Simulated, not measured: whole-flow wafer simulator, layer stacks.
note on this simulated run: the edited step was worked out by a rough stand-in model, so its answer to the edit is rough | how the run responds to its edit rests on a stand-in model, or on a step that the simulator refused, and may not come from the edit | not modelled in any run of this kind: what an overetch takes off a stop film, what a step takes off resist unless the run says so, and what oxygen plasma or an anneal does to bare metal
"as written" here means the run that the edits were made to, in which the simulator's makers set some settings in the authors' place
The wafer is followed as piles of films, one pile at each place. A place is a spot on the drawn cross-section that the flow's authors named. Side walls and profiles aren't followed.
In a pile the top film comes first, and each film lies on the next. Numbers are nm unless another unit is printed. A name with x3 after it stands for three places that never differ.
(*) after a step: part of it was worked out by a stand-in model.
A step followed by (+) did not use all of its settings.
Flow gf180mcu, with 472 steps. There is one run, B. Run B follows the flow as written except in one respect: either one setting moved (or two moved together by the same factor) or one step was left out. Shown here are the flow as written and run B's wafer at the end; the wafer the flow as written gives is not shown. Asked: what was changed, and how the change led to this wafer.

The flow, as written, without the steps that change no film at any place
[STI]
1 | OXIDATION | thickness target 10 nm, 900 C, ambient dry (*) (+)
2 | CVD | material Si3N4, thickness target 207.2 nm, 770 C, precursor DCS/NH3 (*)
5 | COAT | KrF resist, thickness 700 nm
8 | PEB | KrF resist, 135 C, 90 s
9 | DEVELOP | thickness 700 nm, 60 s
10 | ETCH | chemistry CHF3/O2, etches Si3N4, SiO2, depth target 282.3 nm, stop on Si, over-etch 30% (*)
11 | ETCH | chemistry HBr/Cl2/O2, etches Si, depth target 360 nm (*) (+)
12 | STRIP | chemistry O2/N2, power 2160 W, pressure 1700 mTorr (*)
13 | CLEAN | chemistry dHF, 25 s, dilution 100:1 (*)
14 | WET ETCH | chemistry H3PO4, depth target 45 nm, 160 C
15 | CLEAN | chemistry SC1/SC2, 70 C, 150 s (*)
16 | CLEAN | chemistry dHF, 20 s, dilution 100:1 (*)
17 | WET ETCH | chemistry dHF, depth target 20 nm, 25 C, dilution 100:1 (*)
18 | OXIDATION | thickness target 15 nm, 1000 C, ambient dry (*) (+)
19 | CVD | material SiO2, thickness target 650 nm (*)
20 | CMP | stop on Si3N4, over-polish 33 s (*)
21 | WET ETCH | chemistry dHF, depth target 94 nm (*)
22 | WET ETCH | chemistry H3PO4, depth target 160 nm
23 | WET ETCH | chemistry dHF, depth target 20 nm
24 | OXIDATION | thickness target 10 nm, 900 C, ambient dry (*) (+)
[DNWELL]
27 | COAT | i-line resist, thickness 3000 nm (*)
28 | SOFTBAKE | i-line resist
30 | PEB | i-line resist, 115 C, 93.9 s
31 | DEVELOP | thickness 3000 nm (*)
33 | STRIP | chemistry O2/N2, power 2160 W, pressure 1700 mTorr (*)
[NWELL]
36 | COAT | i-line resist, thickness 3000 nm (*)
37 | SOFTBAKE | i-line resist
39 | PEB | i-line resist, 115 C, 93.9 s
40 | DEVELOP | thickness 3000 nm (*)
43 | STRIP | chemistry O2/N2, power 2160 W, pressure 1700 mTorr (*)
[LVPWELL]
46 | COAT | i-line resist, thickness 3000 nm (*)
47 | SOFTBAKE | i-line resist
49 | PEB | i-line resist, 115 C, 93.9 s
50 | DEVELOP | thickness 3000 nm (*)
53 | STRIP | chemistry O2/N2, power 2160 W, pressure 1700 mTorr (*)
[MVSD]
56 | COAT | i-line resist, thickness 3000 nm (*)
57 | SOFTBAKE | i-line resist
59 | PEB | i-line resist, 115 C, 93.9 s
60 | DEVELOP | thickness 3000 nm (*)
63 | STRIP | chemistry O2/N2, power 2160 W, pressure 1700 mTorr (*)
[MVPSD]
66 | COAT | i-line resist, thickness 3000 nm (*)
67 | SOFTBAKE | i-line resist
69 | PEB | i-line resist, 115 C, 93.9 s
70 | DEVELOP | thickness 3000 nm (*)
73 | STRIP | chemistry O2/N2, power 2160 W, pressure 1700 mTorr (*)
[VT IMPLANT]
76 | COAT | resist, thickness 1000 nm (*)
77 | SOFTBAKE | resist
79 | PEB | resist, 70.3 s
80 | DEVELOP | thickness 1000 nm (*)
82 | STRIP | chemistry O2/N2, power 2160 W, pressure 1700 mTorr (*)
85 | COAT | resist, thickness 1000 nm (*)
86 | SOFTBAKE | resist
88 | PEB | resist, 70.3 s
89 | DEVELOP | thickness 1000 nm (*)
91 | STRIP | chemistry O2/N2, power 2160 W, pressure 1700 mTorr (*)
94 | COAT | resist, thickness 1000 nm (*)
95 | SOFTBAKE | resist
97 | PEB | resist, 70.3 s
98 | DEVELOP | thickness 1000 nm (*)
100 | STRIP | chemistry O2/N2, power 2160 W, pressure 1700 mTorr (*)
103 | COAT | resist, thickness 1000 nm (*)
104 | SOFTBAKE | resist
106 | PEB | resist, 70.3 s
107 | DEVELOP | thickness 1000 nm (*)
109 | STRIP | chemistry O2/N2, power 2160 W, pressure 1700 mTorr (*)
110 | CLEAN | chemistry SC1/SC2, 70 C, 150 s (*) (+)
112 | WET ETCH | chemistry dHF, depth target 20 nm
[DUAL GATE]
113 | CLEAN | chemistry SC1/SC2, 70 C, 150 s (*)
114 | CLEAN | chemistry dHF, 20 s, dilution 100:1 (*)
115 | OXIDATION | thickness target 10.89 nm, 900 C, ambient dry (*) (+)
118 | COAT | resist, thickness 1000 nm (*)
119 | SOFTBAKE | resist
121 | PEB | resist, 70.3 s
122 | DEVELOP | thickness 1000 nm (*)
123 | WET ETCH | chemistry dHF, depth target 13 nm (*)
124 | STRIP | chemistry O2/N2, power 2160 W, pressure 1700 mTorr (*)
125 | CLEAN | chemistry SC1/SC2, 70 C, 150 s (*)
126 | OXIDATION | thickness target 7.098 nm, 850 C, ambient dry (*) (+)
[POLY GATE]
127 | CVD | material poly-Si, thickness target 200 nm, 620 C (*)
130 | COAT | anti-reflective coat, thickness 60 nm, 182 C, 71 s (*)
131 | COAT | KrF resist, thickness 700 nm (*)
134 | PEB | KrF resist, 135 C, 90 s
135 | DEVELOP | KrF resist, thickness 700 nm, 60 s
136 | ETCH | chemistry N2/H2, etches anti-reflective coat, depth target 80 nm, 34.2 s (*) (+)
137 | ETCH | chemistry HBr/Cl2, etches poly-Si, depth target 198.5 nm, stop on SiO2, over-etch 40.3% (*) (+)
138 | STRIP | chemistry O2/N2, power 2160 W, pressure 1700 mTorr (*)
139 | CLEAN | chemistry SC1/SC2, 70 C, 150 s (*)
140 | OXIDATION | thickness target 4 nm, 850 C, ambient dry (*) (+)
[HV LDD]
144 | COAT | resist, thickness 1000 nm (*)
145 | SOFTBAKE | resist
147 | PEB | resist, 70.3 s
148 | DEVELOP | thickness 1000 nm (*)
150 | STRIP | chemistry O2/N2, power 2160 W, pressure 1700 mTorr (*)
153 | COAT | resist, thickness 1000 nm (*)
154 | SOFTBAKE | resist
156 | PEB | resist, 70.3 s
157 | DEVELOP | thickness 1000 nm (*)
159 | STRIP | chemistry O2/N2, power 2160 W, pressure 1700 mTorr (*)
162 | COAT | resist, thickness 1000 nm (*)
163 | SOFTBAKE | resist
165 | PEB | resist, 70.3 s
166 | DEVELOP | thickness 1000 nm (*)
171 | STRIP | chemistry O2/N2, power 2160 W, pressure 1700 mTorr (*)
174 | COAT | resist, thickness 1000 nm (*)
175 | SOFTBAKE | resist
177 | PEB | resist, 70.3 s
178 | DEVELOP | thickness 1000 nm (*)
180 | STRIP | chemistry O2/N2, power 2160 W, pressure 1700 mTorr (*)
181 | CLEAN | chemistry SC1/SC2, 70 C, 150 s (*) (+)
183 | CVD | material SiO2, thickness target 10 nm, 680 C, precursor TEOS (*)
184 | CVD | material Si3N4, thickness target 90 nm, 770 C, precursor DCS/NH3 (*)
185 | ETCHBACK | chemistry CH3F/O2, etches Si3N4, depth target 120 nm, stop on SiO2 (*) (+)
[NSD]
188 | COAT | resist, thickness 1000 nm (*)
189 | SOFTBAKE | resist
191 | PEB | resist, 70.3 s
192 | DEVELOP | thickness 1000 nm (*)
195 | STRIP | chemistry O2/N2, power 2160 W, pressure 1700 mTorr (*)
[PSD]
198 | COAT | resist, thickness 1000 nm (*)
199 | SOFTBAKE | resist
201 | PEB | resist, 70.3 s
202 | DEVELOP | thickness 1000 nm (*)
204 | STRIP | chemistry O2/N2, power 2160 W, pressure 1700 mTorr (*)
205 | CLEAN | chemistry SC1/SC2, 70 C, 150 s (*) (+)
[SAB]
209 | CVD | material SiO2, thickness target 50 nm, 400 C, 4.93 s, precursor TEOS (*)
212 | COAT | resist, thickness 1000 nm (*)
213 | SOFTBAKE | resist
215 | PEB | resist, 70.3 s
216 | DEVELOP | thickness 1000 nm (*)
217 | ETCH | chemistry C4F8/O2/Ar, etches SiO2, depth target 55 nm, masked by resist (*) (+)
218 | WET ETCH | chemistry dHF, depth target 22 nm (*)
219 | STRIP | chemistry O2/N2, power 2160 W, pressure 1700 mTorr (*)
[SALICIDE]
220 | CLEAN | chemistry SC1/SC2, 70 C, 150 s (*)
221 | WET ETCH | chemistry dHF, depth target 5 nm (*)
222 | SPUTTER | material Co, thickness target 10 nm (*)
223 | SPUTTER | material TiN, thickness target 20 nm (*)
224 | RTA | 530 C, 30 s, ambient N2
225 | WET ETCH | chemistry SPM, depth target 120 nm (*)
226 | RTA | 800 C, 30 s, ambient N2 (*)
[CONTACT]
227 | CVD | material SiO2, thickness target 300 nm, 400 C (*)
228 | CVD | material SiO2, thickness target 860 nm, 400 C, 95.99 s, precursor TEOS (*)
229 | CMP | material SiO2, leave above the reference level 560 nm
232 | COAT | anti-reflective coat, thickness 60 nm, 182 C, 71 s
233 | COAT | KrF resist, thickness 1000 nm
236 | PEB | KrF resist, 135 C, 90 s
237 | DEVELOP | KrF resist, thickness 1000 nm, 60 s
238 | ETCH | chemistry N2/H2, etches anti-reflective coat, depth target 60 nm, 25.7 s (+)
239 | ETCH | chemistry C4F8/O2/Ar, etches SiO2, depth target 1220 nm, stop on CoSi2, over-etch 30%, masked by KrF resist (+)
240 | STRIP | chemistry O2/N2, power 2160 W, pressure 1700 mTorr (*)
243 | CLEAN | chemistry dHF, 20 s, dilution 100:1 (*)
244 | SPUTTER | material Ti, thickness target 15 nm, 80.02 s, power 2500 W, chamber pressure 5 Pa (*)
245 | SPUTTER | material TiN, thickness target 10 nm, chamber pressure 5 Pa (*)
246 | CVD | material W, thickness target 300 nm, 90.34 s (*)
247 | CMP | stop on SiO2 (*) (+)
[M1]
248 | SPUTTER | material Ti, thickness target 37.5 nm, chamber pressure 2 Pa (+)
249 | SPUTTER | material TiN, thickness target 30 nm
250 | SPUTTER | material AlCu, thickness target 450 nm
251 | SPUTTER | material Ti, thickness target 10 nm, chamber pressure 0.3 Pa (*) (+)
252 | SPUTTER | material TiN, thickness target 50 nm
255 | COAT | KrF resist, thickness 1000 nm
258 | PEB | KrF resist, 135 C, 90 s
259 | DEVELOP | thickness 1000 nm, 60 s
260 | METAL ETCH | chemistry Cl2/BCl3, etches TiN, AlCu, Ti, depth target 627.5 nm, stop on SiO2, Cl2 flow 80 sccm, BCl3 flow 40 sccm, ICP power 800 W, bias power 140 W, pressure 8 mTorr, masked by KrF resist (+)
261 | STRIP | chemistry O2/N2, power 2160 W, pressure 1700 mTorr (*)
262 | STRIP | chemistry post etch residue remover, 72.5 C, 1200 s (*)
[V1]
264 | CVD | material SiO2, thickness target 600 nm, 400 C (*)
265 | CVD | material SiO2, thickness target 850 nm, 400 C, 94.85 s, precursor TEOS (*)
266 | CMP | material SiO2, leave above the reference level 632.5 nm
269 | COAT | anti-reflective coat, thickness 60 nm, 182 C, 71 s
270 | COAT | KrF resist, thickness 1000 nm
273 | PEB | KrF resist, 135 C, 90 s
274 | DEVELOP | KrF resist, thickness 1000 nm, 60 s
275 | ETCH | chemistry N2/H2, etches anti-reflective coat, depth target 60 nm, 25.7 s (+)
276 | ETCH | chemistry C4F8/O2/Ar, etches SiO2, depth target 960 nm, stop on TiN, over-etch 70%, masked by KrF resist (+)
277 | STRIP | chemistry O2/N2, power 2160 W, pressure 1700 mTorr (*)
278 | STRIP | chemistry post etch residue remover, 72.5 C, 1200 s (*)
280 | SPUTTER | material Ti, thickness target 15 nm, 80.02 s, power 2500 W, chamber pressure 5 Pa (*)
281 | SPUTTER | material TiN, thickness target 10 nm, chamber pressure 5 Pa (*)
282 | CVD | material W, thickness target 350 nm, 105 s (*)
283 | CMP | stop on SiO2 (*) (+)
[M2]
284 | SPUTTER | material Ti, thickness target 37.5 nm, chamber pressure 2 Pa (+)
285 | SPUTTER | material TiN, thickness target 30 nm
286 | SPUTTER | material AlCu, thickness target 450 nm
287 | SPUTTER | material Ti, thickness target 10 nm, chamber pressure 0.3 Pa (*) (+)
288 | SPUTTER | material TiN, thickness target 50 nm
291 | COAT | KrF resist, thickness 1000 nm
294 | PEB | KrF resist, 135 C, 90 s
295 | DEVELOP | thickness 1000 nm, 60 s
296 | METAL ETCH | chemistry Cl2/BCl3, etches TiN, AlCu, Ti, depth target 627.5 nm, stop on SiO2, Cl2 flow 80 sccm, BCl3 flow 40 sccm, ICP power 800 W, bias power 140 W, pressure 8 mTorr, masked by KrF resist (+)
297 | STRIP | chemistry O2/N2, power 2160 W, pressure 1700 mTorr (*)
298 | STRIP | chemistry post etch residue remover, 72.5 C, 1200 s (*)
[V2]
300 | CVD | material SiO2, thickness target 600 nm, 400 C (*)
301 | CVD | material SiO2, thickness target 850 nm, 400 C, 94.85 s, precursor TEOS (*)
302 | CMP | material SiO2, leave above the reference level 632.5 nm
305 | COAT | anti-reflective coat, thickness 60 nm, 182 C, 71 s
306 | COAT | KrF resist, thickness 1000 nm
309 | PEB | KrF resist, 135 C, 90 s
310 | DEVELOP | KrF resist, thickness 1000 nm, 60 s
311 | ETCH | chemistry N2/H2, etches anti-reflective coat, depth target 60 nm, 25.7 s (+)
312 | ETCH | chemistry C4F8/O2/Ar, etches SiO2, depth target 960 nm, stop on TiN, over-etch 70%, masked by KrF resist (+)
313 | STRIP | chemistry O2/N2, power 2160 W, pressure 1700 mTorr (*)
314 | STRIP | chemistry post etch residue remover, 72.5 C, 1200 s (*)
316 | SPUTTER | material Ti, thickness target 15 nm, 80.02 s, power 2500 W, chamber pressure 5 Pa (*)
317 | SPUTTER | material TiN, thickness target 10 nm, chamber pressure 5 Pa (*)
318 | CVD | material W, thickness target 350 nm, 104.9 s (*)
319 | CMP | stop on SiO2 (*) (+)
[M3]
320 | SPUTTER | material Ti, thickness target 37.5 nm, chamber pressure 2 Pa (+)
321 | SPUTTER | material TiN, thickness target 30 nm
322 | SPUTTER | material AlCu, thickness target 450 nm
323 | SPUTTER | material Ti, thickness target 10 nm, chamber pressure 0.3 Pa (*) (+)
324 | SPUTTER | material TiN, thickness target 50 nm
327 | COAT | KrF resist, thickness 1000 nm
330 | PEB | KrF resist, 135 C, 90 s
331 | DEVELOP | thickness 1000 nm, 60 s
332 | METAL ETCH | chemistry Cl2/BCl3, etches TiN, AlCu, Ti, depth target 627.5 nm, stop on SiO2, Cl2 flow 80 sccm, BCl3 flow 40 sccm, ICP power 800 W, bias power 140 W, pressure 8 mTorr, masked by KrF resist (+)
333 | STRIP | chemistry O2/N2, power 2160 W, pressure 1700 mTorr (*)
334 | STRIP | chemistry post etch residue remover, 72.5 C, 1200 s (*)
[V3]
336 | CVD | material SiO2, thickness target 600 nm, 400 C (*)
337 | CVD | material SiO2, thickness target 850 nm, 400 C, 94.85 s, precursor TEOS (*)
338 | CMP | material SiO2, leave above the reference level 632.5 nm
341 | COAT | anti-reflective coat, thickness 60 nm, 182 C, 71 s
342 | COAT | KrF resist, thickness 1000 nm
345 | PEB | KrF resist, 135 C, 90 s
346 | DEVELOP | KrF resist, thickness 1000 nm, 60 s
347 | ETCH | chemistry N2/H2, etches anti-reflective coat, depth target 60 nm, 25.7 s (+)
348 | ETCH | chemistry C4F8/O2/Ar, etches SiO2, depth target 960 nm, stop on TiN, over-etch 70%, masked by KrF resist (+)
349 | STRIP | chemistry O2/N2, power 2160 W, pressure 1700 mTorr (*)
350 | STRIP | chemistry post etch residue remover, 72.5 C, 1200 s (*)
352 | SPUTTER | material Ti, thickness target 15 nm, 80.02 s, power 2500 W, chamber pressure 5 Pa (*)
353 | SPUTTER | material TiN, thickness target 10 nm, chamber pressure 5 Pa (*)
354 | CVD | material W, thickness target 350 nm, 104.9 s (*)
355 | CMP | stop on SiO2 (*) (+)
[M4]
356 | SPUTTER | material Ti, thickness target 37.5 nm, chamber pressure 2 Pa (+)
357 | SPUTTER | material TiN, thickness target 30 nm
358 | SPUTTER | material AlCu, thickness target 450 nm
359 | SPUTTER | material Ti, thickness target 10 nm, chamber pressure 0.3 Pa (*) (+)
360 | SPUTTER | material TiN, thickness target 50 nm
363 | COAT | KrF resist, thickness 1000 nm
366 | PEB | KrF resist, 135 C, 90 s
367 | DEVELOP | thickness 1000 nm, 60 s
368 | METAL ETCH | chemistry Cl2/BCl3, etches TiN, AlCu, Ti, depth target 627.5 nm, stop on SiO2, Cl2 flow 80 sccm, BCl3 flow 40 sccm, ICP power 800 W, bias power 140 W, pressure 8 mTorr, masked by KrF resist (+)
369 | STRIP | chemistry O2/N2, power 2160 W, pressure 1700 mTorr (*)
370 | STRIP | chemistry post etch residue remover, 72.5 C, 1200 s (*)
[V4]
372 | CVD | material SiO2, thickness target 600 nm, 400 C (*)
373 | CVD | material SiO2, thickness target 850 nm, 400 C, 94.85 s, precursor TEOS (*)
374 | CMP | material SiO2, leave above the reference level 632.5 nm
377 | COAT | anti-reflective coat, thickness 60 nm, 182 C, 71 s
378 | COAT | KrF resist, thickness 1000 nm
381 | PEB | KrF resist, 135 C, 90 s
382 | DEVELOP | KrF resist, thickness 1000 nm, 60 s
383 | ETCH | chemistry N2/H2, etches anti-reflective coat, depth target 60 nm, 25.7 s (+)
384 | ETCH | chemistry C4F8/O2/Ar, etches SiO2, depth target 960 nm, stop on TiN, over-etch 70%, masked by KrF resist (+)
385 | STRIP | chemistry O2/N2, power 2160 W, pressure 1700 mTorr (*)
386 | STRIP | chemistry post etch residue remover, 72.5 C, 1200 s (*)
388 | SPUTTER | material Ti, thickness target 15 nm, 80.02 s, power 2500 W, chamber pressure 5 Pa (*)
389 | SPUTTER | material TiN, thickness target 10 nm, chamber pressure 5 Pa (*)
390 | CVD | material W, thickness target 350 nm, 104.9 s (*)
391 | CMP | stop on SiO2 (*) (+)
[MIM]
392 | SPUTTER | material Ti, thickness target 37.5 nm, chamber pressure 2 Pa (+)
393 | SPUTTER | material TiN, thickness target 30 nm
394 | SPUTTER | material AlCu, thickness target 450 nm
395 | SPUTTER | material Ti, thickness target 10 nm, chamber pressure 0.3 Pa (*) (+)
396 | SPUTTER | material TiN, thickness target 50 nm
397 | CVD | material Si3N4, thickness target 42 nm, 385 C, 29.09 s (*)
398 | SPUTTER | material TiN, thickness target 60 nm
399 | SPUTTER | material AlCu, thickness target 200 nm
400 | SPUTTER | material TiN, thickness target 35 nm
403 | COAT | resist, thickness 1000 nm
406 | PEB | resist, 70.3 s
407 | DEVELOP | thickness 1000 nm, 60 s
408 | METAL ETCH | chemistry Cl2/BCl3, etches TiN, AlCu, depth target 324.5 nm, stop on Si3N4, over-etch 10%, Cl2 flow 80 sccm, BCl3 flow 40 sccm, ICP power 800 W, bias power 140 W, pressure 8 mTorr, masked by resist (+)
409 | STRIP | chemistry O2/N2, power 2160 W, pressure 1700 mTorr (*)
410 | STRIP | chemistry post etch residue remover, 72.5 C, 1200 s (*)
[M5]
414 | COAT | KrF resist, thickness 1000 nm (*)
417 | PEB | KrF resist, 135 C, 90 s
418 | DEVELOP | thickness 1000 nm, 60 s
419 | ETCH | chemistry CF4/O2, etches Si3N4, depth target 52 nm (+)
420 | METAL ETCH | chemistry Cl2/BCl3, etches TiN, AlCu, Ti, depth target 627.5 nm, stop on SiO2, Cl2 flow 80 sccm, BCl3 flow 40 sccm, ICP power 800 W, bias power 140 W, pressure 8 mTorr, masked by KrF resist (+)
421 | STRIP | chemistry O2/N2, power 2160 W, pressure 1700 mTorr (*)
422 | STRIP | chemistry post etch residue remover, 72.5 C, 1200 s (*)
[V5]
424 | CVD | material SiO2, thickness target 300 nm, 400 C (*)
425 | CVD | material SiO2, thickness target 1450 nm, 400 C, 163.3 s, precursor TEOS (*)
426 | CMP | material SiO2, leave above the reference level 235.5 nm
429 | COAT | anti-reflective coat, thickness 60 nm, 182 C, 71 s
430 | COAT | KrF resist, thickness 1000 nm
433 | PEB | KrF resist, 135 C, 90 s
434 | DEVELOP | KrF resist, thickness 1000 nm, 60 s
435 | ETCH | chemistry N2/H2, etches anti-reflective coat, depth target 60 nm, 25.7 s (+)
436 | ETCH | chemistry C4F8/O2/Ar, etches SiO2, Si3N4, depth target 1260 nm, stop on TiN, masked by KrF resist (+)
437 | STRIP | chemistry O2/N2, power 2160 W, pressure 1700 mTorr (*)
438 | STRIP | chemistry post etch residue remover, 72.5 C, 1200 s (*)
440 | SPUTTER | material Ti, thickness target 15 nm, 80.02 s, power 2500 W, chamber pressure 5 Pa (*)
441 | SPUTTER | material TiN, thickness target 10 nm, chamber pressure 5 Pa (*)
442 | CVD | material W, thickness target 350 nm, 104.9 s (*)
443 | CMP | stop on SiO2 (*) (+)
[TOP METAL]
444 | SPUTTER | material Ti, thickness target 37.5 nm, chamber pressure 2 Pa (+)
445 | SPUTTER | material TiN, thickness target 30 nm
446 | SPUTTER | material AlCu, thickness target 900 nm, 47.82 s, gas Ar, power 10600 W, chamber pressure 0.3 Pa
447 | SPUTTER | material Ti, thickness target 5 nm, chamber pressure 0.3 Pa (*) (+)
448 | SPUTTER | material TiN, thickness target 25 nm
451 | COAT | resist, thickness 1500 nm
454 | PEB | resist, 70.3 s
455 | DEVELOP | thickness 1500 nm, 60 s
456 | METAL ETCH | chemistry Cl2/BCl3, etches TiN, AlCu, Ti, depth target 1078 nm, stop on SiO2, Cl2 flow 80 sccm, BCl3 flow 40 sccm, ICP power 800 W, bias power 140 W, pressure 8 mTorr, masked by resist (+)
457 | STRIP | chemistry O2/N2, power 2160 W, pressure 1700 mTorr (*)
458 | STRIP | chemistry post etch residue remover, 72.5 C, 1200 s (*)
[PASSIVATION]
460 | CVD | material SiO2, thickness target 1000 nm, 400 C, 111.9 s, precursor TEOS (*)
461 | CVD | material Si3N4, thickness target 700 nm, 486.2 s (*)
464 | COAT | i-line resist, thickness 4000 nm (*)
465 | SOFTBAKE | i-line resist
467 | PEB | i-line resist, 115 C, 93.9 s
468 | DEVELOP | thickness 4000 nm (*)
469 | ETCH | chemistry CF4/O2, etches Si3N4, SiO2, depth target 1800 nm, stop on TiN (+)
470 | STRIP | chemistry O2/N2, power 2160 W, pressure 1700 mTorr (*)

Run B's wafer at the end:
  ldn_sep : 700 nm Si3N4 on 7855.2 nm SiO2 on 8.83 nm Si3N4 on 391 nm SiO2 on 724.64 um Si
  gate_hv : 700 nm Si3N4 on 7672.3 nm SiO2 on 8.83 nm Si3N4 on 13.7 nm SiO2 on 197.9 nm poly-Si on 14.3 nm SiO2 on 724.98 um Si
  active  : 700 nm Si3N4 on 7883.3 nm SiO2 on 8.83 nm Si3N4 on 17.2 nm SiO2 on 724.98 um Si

Cause: step 184, CVD: thickness target 133 nm was run, while the flow as written has thickness target 90 nm.

Step by step, how the change led to this:
  184 | CVD | material Si3N4, thickness target 90 nm, 770 C, precursor DCS/NH3 (*)
      field, field__w1, field__w2 and 101 more: Si3N4 gains 133 (new film) (in the flow as written it would be: Si3N4 gains 90 (new film))
  185 | ETCHBACK | chemistry CH3F/O2, etches Si3N4, depth target 120 nm, stop on SiO2 (*) (+)
      field, field__w1, field__w2 and 100 more: Si3N4 loses 120 (in the flow as written it would be: Si3N4 loses 90 (all of it), SiO2 loses 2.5)
  188 | COAT | resist, thickness 1000 nm (*)
      spacer: resist gains 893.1 (new film) (in the flow as written it would be: resist gains 920.2 (new film))
  189 | SOFTBAKE | resist
      field__w9: resist loses 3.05 (in the flow as written it would be: resist gains 6.92)
      field__w11: resist loses 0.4 (in the flow as written it would be: resist gains 0.14)
      (also at 26 further places)
  192 | DEVELOP | thickness 1000 nm (*)
      spacer: resist loses 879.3 (all of it) (in the flow as written it would be: resist loses 905.9 (all of it))
  198 | COAT | resist, thickness 1000 nm (*)
      spacer: resist gains 893.1 (new film) (in the flow as written it would be: resist gains 920.2 (new film))
  199 | SOFTBAKE | resist
      field__w9: resist loses 3.05 (in the flow as written it would be: resist gains 6.92)
      field__w11: resist loses 0.4 (in the flow as written it would be: resist gains 0.14)
      (also at 26 further places)
  204 | STRIP | chemistry O2/N2, power 2160 W, pressure 1700 mTorr (*)
      spacer: resist loses 879.3 (all of it) (in the flow as written it would be: resist loses 905.9 (all of it))
  205 | CLEAN | chemistry SC1/SC2, 70 C, 150 s (*) (+)
      field, field__w1, field__w2 and 105 more: Si3N4 loses 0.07 (in the flow as written it would be: SiO2 loses 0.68)
  209 | CVD | material SiO2, thickness target 50 nm, 400 C, 4.93 s, precursor TEOS (*)
      field, field__w7, field__w8 and 73 more: SiO2 gains 50 (new film) (in the flow as written it would be: SiO2 gains 50)
      field_sub__w1, field_sub__w3, field_sub__w4, field_sub__w5, ld_drift_n: SiO2 gains 48.8 (new film) (in the flow as written it would be: SiO2 gains 48.9)
      (also at 27 further places)
  212 | COAT | resist, thickness 1000 nm (*)
      spacer: resist gains 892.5 (new film) (in the flow as written it would be: resist gains 919.4 (new film))
  213 | SOFTBAKE | resist
      npoly_sal: resist gains 0.41 (in the flow as written it would be: resist loses 0.55)
      field__w5: resist gains 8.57 (in the flow as written it would be: resist gains 7.65)
      (also at 13 further places)
  216 | DEVELOP | thickness 1000 nm (*)
      spacer: resist loses 878.8 (all of it) (in the flow as written it would be: resist loses 905.1 (all of it))
  217 | ETCH | chemistry C4F8/O2/Ar, etches SiO2, depth target 55 nm, masked by resist (*) (+)
      field, field__w7, field__w8 and 70 more: SiO2 loses 50 (all of it), Si3N4 loses 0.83 (in the flow as written it would be: SiO2 loses 55)
      field_sub__w1, field_sub__w3, field_sub__w4, field_sub__w5, ld_drift_n: SiO2 loses 48.8 (all of it), Si3N4 loses 1.04 (in the flow as written it would be: SiO2 loses 55)
      (also at 21 further places)
  218 | WET ETCH | chemistry dHF, depth target 22 nm (*)
      gate, gate_hv, gate_p and 23 more: Si3N4 loses 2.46 (in the flow as written it would be: SiO2 loses 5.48 (all of it))
      field, field__w10, sti and 14 more: Si3N4 loses 2.46 (in the flow as written it would be: SiO2 loses 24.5)
      (also at 56 further places)
  219 | STRIP | chemistry O2/N2, power 2160 W, pressure 1700 mTorr (*)
      gate, gate_hv, gate_p and 23 more: nothing (in the flow as written it would be: chemical SiO2 gains 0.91 (new film), poly-Si loses 0.4)
      active, p_well, sd_n and 20 more: nothing (in the flow as written it would be: chemical SiO2 gains 0.91 (new film), Si loses 0.4)
  ... another 14 steps ...
  471 | ANNEAL | 400 C, 1800 s, ambient N2/H2
      polyc_n, polyc_p: under 9 films: void gains 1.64 (new film), Ti loses 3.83, TiSi first gains 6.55 (new film), poly-Si loses 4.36 (in the flow as written it would be: nothing)
      contact: under 49 films: void gains 1.62 (new film), Ti loses 3.83, TiSi first gains 6.55 (new film), Si loses 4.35 (in the flow as written it would be: nothing)
With metal films that touch counted as one body, gate_hv has 0 bodies; the flow as written gives 1 body.
With metal films that touch counted as one body, active has 0 bodies; the flow as written gives 1 body.
